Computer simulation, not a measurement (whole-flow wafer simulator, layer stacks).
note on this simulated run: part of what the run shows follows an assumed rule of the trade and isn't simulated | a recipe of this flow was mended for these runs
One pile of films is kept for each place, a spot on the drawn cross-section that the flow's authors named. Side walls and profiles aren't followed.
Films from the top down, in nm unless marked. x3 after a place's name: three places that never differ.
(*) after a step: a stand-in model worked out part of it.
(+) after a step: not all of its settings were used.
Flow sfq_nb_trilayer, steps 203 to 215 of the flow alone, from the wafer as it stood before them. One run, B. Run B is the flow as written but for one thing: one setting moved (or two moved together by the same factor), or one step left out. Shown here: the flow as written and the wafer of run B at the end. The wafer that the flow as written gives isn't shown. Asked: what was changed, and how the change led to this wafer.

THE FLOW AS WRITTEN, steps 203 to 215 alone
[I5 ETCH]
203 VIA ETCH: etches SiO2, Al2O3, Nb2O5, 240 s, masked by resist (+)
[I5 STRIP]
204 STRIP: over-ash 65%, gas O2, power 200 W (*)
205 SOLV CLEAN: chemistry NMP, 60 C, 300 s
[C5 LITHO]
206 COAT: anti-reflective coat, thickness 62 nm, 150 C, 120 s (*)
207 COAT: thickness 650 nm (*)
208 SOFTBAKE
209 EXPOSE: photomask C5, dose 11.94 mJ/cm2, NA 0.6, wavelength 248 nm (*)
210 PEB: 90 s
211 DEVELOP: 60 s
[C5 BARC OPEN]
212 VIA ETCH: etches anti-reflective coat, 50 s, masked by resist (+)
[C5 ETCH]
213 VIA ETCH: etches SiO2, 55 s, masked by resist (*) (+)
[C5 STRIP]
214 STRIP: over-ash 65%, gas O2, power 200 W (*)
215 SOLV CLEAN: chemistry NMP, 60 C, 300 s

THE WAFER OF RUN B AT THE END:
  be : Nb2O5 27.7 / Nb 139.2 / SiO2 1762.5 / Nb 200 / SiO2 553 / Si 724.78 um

The cause: step 203, VIA ETCH: 153 s was run, where the flow has 240 s.

How the change led to this, step by step:
  203 VIA ETCH: etches SiO2, Al2O3, Nb2O5, 240 s, masked by resist (+)
      be: SiO2 -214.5 (all of it), Al2O3 -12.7 (all of it), Nb2O5 -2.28 (as written it would be: SiO2 -214.5 (all of it), Al2O3 -12.7 (all of it), Nb2O5 -29.9 (all of it), Nb -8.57)
      field_l, v_sur, via_wl and 102 more: KrF-resist-other-grade -153 (as written it would be: KrF-resist-other-grade -240)
  204 STRIP: over-ash 65%, gas O2, power 200 W (*)
      p4_fl x5, p4_w1 x9, p3_s0 x9, l0r_line_l x3, l0r_space_c x19, m0r_space_l x2: KrF-resist-other-grade -402.7 (all of it), anti-reflective coat -62 (all of it) (as written it would be: KrF-resist-other-grade -315.7 (all of it), anti-reflective coat -62 (all of it))
      wl_b_sl, wl_b_m5, wl_b_sr and 14 more: KrF-resist-other-grade -402.6 (all of it), anti-reflective coat -62 (all of it) (as written it would be: KrF-resist-other-grade -315.6 (all of it), anti-reflective coat -62 (all of it))
      (and at 41 more places)
  206 COAT: anti-reflective coat, thickness 62 nm, 150 C, 120 s (*)
      be: anti-reflective coat +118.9 (new film) (as written it would be: anti-reflective coat +124.3 (new film))
  207 COAT: thickness 650 nm (*)
      be: KrF-resist-other-grade +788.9 (new film) (as written it would be: KrF-resist-other-grade +815 (new film))
  214 STRIP: over-ash 65%, gas O2, power 200 W (*)
      be: KrF-resist-other-grade -679.7 (all of it), anti-reflective coat -118.9 (all of it) (as written it would be: KrF-resist-other-grade -705.8 (all of it), anti-reflective coat -124.3 (all of it))
